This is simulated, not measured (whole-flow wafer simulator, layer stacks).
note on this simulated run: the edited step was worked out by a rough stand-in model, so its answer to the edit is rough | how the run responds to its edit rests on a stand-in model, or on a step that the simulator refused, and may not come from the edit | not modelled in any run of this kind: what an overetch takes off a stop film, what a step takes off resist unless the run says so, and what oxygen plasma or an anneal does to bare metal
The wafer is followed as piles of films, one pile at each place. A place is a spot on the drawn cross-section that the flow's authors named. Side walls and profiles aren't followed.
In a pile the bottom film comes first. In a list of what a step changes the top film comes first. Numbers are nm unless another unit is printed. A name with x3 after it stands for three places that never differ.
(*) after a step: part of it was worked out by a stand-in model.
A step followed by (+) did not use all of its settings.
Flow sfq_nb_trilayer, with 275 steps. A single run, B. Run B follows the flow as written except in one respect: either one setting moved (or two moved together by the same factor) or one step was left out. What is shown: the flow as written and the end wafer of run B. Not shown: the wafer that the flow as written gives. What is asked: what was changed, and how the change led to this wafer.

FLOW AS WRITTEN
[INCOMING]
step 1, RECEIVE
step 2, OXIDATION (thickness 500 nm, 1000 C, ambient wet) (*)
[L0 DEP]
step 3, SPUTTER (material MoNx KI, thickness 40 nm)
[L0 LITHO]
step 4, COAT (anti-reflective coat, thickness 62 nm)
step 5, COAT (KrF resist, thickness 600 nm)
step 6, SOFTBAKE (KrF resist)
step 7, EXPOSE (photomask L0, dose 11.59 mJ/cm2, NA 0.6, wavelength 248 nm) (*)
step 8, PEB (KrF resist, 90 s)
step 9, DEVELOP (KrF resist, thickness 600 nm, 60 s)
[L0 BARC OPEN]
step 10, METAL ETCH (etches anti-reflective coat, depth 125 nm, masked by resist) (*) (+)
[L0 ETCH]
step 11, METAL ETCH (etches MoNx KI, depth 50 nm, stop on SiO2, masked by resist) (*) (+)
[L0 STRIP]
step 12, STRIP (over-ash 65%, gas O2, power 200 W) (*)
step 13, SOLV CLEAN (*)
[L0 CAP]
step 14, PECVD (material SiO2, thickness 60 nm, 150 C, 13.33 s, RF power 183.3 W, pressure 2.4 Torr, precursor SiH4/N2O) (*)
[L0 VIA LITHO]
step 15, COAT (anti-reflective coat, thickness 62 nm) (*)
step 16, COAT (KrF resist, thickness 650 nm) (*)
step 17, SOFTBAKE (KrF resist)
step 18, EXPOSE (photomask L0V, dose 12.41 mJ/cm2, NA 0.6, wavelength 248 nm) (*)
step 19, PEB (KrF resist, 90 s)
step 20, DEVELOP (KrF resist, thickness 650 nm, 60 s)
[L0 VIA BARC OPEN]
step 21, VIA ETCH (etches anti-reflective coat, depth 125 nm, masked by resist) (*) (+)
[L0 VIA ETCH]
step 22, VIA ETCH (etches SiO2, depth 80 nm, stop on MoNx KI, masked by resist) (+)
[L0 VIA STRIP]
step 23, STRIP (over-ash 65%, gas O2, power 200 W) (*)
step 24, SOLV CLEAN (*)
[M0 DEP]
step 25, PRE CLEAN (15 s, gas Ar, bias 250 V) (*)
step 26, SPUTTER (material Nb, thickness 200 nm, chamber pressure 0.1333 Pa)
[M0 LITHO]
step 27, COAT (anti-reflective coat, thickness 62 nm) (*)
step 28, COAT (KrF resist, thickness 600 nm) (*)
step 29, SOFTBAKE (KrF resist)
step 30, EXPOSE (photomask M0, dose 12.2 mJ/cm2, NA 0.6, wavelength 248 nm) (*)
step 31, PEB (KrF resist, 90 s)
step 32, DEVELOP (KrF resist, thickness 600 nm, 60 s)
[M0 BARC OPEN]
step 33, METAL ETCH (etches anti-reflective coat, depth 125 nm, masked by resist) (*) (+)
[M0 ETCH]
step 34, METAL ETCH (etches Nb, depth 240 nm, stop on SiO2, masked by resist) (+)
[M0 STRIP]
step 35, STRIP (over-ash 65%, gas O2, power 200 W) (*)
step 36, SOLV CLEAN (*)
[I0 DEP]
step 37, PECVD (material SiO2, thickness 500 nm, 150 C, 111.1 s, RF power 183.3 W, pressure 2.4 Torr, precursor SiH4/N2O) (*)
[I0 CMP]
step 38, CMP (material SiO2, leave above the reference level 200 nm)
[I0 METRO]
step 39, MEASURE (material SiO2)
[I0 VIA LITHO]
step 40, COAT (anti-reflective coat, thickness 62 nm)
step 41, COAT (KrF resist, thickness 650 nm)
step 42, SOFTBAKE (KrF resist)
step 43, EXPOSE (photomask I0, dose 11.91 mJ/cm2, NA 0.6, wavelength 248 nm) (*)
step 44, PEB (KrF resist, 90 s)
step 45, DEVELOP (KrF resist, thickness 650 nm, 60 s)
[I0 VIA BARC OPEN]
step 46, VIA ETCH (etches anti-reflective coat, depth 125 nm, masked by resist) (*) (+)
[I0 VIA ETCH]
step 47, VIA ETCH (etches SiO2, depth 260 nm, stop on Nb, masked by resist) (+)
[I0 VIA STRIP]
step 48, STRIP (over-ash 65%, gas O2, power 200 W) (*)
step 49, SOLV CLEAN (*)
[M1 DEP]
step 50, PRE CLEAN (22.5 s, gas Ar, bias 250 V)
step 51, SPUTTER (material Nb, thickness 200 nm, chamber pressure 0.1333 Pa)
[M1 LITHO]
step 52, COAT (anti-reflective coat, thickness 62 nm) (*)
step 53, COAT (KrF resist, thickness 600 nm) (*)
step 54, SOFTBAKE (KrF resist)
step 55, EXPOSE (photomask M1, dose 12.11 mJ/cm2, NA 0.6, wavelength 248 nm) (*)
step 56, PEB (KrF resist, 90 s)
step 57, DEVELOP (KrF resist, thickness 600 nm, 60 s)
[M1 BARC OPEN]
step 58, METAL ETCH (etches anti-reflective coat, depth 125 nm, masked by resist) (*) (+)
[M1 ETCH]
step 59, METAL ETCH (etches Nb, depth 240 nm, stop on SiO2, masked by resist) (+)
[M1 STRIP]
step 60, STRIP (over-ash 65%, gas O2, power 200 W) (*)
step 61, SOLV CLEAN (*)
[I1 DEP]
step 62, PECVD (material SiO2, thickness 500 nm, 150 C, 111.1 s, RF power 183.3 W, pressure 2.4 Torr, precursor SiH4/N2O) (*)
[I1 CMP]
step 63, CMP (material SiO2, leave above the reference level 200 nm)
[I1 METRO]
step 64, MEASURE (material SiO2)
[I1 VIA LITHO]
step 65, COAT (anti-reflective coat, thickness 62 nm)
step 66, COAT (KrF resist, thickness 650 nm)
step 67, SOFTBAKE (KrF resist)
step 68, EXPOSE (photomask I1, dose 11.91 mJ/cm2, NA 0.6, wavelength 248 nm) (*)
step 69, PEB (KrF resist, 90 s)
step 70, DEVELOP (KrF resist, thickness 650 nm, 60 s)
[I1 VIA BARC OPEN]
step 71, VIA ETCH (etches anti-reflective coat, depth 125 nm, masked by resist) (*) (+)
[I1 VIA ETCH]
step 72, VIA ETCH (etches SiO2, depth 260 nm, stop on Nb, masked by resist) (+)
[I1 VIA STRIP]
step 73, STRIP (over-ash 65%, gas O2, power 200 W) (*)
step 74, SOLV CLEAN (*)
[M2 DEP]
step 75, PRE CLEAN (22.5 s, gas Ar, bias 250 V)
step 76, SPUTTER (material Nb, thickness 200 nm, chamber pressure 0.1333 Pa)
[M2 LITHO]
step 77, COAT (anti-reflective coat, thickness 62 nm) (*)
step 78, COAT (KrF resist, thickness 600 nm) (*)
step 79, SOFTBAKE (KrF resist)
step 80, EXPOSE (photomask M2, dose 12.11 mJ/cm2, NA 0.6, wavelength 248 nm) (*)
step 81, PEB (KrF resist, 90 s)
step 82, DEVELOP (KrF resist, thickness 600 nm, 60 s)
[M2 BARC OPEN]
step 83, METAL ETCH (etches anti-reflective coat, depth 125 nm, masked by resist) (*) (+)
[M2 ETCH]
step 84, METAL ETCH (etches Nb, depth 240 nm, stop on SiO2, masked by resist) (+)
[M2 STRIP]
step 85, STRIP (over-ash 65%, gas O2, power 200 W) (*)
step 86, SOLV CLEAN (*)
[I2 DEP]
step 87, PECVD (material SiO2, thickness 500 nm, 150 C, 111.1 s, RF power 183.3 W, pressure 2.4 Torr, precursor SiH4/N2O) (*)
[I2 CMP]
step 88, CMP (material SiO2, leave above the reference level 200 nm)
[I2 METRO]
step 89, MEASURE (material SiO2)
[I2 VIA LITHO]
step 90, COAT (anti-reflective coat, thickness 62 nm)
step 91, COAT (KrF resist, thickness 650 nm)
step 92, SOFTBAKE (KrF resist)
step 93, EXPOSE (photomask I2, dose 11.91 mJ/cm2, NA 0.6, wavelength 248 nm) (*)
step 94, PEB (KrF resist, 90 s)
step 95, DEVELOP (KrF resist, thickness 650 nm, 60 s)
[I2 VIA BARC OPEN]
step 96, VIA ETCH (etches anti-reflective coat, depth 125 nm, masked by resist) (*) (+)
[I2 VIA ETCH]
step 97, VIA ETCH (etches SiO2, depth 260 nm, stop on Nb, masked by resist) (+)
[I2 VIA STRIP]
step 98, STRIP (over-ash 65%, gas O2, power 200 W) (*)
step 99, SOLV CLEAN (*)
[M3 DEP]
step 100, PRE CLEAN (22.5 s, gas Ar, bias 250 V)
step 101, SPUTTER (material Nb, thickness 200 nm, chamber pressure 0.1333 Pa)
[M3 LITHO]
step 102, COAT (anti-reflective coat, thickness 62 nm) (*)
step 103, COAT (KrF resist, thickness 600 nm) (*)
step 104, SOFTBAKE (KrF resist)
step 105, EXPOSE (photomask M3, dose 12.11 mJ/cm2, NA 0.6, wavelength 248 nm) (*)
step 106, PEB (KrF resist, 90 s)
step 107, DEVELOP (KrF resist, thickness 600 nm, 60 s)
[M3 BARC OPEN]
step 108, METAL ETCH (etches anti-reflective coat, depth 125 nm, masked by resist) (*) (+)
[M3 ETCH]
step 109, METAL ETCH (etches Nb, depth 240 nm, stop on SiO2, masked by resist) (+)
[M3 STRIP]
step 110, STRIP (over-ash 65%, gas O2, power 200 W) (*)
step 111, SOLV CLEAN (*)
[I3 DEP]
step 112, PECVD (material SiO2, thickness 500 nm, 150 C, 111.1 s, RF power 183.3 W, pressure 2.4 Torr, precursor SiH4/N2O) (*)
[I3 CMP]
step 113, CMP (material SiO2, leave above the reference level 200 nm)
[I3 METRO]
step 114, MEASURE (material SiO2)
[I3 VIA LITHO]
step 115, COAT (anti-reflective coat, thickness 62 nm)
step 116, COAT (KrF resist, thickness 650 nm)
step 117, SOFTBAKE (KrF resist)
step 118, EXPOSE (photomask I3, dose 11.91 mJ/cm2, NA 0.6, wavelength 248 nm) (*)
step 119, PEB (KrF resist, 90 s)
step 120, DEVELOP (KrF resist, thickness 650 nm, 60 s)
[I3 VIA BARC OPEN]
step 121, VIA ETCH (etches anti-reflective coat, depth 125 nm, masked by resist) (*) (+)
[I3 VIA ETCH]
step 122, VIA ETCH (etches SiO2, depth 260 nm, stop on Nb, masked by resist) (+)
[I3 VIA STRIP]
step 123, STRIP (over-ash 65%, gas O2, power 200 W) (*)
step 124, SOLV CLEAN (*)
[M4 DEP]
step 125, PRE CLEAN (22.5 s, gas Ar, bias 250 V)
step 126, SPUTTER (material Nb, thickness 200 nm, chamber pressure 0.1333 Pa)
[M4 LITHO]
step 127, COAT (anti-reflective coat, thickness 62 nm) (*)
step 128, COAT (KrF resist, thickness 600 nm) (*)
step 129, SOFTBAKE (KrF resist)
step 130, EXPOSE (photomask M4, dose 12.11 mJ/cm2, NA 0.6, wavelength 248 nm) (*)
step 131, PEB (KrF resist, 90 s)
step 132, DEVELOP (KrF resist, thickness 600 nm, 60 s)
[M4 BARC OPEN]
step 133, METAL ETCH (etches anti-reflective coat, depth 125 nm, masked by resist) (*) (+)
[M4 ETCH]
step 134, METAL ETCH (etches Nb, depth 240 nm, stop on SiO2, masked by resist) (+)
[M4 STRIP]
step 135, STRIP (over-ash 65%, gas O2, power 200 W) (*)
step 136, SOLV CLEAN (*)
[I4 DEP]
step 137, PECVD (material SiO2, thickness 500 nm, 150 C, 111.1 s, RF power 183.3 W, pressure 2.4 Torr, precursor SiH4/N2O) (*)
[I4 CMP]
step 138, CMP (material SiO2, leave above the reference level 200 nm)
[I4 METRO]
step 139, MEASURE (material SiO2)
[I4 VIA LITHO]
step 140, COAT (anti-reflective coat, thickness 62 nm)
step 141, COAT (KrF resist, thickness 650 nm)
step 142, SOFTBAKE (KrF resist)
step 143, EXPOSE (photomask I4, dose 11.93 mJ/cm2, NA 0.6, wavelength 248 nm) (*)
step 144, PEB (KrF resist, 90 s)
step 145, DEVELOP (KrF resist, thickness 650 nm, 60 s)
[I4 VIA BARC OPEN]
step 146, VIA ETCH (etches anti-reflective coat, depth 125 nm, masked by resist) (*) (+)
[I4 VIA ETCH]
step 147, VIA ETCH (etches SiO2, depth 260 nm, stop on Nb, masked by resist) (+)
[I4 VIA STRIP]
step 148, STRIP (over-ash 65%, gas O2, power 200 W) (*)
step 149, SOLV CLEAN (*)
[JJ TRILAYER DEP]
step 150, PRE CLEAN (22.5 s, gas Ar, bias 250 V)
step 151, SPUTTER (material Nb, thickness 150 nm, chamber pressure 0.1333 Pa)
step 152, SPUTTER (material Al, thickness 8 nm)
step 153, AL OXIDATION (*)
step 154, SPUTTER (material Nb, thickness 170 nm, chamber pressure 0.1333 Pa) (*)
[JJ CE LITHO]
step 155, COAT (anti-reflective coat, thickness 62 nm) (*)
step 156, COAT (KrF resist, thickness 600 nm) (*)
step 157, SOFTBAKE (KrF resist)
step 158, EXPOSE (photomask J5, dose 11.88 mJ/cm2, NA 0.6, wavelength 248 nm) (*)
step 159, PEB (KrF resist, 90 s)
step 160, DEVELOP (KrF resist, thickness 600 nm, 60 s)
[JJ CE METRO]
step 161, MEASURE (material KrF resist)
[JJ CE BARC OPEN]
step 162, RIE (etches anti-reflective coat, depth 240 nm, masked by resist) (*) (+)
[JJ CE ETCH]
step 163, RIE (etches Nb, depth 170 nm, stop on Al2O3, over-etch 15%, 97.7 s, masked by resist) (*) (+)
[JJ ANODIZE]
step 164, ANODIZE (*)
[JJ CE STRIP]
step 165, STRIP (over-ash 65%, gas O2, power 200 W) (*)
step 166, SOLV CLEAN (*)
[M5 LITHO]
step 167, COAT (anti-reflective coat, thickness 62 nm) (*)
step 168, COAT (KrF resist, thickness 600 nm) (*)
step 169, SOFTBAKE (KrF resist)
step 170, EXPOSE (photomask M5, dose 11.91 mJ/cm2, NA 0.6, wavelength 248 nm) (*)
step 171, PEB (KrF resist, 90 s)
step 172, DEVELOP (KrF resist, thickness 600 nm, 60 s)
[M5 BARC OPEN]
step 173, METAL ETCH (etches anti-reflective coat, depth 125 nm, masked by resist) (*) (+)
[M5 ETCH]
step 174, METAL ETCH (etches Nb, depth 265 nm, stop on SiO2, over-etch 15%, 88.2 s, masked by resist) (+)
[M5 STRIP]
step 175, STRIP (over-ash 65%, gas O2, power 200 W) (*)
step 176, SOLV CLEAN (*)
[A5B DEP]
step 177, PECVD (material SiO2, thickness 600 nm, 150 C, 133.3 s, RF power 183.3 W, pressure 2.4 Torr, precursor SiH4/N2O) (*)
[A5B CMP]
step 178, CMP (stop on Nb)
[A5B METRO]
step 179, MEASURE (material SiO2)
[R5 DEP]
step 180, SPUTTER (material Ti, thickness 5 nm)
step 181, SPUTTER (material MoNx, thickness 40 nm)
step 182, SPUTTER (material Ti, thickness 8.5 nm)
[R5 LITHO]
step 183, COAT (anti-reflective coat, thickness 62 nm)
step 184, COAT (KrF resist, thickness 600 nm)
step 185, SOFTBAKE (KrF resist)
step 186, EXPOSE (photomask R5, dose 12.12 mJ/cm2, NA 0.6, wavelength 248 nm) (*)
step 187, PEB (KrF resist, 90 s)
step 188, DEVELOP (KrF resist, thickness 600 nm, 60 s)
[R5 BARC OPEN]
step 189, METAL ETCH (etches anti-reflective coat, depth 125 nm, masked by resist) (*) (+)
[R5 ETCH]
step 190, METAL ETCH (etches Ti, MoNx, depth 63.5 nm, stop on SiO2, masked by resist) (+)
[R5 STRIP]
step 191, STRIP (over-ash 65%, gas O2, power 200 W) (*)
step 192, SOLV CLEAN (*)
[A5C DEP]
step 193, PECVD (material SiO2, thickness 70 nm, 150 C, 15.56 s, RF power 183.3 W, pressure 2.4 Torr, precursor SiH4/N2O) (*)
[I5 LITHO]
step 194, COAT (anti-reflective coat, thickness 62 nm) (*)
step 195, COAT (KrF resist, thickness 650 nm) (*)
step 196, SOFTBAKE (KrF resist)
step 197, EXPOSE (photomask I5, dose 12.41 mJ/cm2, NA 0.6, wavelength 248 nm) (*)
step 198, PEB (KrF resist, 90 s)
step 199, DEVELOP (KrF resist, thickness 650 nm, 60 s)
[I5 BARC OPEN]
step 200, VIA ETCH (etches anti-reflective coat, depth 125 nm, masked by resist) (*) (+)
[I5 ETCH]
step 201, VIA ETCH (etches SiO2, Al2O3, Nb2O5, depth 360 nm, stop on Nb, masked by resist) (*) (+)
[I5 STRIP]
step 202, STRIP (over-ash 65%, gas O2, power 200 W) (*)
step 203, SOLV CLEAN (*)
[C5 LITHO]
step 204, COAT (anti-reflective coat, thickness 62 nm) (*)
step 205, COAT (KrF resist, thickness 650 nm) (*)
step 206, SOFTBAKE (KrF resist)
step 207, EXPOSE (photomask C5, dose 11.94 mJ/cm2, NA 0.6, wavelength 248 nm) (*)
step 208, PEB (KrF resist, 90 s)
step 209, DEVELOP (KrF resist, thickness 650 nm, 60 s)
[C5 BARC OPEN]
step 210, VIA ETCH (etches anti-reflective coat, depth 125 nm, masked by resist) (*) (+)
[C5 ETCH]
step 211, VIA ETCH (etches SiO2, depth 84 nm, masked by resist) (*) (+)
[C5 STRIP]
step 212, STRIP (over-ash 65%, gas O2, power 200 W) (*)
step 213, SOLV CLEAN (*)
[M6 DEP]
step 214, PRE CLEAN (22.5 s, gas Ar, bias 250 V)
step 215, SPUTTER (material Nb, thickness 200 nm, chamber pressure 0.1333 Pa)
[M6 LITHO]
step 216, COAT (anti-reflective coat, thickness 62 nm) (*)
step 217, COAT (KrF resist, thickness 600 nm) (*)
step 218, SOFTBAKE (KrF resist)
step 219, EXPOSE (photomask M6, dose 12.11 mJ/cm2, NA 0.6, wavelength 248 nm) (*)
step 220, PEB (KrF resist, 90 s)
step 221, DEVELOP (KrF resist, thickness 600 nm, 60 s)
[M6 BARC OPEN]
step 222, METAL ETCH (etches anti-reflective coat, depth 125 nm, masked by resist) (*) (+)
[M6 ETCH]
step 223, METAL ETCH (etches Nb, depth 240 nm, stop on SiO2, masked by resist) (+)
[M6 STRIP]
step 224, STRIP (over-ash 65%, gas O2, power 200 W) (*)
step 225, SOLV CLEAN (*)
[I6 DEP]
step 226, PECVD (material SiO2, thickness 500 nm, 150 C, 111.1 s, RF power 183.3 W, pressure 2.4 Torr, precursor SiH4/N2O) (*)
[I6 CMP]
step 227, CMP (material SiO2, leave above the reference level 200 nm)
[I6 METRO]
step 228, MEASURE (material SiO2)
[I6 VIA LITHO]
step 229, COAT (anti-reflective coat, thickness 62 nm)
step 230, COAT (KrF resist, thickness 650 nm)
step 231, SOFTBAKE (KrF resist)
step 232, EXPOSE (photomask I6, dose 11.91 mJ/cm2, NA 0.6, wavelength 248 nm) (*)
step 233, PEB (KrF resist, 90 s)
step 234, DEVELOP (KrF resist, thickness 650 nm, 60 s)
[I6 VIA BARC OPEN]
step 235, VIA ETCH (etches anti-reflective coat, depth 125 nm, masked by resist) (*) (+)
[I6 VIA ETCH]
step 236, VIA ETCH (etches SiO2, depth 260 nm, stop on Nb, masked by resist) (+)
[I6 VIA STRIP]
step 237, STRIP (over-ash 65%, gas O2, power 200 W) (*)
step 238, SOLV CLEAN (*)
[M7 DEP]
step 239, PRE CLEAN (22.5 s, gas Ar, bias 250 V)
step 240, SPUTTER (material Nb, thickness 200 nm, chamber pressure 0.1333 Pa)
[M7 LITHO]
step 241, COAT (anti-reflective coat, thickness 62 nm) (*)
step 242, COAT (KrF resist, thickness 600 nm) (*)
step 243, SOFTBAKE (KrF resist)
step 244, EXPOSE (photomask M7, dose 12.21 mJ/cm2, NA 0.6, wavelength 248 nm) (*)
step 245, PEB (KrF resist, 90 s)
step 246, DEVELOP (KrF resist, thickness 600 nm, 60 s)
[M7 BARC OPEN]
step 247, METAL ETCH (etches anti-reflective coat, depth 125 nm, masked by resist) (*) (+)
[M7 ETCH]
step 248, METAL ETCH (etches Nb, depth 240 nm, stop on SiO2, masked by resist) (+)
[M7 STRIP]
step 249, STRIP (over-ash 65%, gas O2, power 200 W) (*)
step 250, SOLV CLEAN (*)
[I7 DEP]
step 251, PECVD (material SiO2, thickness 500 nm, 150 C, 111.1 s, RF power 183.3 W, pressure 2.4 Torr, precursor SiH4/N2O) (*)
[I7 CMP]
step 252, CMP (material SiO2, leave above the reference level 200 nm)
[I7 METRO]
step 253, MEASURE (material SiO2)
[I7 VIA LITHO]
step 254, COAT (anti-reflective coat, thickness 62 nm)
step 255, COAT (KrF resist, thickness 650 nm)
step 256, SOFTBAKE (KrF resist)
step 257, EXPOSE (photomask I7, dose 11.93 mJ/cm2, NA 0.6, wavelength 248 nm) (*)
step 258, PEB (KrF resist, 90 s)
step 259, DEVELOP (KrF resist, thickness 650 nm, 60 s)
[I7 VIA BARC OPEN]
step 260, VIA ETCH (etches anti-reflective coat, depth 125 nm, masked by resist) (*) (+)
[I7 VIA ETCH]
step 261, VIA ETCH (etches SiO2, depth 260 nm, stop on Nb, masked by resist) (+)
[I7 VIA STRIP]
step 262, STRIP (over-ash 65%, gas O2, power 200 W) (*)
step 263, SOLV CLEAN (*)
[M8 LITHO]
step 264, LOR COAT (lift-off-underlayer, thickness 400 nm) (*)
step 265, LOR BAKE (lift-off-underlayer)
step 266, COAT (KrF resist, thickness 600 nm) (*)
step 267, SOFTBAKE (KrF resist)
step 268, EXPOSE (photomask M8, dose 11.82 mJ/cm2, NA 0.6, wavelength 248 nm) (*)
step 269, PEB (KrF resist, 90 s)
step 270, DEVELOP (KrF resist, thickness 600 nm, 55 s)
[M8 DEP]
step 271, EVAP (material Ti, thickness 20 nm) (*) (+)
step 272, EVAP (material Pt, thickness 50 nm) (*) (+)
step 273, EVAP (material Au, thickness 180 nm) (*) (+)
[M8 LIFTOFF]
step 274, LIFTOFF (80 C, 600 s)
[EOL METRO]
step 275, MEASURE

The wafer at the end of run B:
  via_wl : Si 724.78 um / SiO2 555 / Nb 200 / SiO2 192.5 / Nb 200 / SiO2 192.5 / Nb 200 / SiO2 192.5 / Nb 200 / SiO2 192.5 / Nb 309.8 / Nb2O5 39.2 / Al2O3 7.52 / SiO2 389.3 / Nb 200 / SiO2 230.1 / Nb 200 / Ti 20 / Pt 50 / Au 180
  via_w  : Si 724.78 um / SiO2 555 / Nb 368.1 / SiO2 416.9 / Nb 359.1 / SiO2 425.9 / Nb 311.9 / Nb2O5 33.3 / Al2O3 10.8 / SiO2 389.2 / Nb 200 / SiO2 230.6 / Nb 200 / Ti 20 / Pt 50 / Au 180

Cause: step 177, PECVD: thickness 345 nm was run, though the flow has thickness 600 nm; step 177, PECVD: 76.67 s was run, where the flow has 133.3 s.

Step by step, how the change led to this:
  step 177, PECVD (material SiO2, thickness 600 nm, 150 C, 133.3 s, RF power 183.3 W, pressure 2.4 Torr, precursor SiH4/N2O) (*)
      v_sur, via_sp, via_v and 47 more: SiO2 gains 345 (new film) (it would be, as written: SiO2 gains 600 (new film))
      field_l, p4_fl, p4_fm and 39 more: SiO2 gains 345 (it would be, as written: SiO2 gains 600)
      (also at 14 further places)
  step 178, CMP (stop on Nb)
      via_wl, via_wr: nothing (it would be, as written: SiO2 loses 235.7)
      via_w: nothing (it would be, as written: SiO2 loses 235.2)
      (also at 103 further places)
  step 181, SPUTTER (material MoNx, thickness 40 nm)
      via_wl, via_wr: MoNx gains 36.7 (new film) (it would be, as written: MoNx gains 40 (new film))
  step 182, SPUTTER (material Ti, thickness 8.5 nm)
      via_wl, via_wr: Ti gains 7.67 (new film) (it would be, as written: Ti gains 8.5 (new film))
  step 183, COAT (anti-reflective coat, thickness 62 nm)
      via_wl, via_wr: anti-reflective coat gains 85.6 (new film) (it would be, as written: anti-reflective coat gains 62 (new film))
      v_sur: anti-reflective coat gains 56.9 (new film) (it would be, as written: anti-reflective coat gains 62 (new film))
      (also at 2 further places)
  step 184, COAT (KrF resist, thickness 600 nm)
      via_w: KrF resist gains 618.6 (new film) (it would be, as written: KrF resist gains 600 (new film))
  step 188, DEVELOP (KrF resist, thickness 600 nm, 60 s)
      via_w: KrF resist loses 617.3 (all of it) (it would be, as written: KrF resist loses 598.7 (all of it))
  step 189, METAL ETCH (etches anti-reflective coat, depth 125 nm, masked by resist) (*) (+)
      via_wl, via_wr: anti-reflective coat loses 85.6 (all of it) (it would be, as written: anti-reflective coat loses 62 (all of it))
      v_sur: anti-reflective coat loses 56.9 (all of it) (it would be, as written: anti-reflective coat loses 62 (all of it))
      (also at 2 further places)
  step 190, METAL ETCH (etches Ti, MoNx, depth 63.5 nm, stop on SiO2, masked by resist) (+)
      via_wl, via_wr: Ti loses 7.67 (all of it), MoNx loses 36.7 (all of it), Ti loses 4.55 (all of it) (it would be, as written: Ti loses 8.5 (all of it), MoNx loses 40 (all of it), Ti loses 5 (all of it))
  step 194, COAT (anti-reflective coat, thickness 62 nm) (*)
      v_sur: anti-reflective coat gains 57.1 (new film) (it would be, as written: anti-reflective coat gains 62.2 (new film))
      via_wl: anti-reflective coat gains 81.3 (new film) (it would be, as written: anti-reflective coat gains 62.2 (new film))
      (also at 3 further places)
  step 195, COAT (KrF resist, thickness 650 nm) (*)
      via_w: KrF resist gains 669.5 (new film) (it would be, as written: KrF resist gains 650.6 (new film))
  step 202, STRIP (over-ash 65%, gas O2, power 200 W) (*)
      v_sur: KrF resist loses 332.5 (all of it), anti-reflective coat loses 57.1 (all of it) (it would be, as written: KrF resist loses 333.7 (all of it), anti-reflective coat loses 62.2 (all of it))
      via_wl: KrF resist loses 344 (all of it), anti-reflective coat loses 81.3 (all of it) (it would be, as written: KrF resist loses 333.7 (all of it), anti-reflective coat loses 62.2 (all of it))
      (also at 3 further places)
  step 204, COAT (anti-reflective coat, thickness 62 nm) (*)
      v_sur: anti-reflective coat gains 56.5 (new film) (it would be, as written: anti-reflective coat gains 61.6 (new film))
      via_wl: anti-reflective coat gains 80.7 (new film) (it would be, as written: anti-reflective coat gains 61.6 (new film))
      (also at 3 further places)
  step 205, COAT (KrF resist, thickness 650 nm) (*)
      via_w: KrF resist gains 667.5 (new film) (it would be, as written: KrF resist gains 648.6 (new film))
  step 212, STRIP (over-ash 65%, gas O2, power 200 W) (*)
      v_sur: KrF resist loses 561.2 (all of it), anti-reflective coat loses 56.5 (all of it) (it would be, as written: KrF resist loses 562.4 (all of it), anti-reflective coat loses 61.6 (all of it))
      via_wl: KrF resist loses 572.5 (all of it), anti-reflective coat loses 80.7 (all of it) (it would be, as written: KrF resist loses 562.3 (all of it), anti-reflective coat loses 61.6 (all of it))
      (also at 3 further places)
  step 216, COAT (anti-reflective coat, thickness 62 nm) (*)
      v_sur: anti-reflective coat gains 56 (new film) (it would be, as written: anti-reflective coat gains 61.6 (new film))
      via_wl: anti-reflective coat gains 78.6 (new film) (it would be, as written: anti-reflective coat gains 61.5 (new film))
      (also at 3 further places)
  ... another 2 steps ...
  step 227, CMP (material SiO2, leave above the reference level 200 nm)
      via_wl, via_wr: SiO2 loses 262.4 (it would be, as written: SiO2 loses 300)
      via_w: SiO2 loses 261.9 (it would be, as written: SiO2 loses 300)
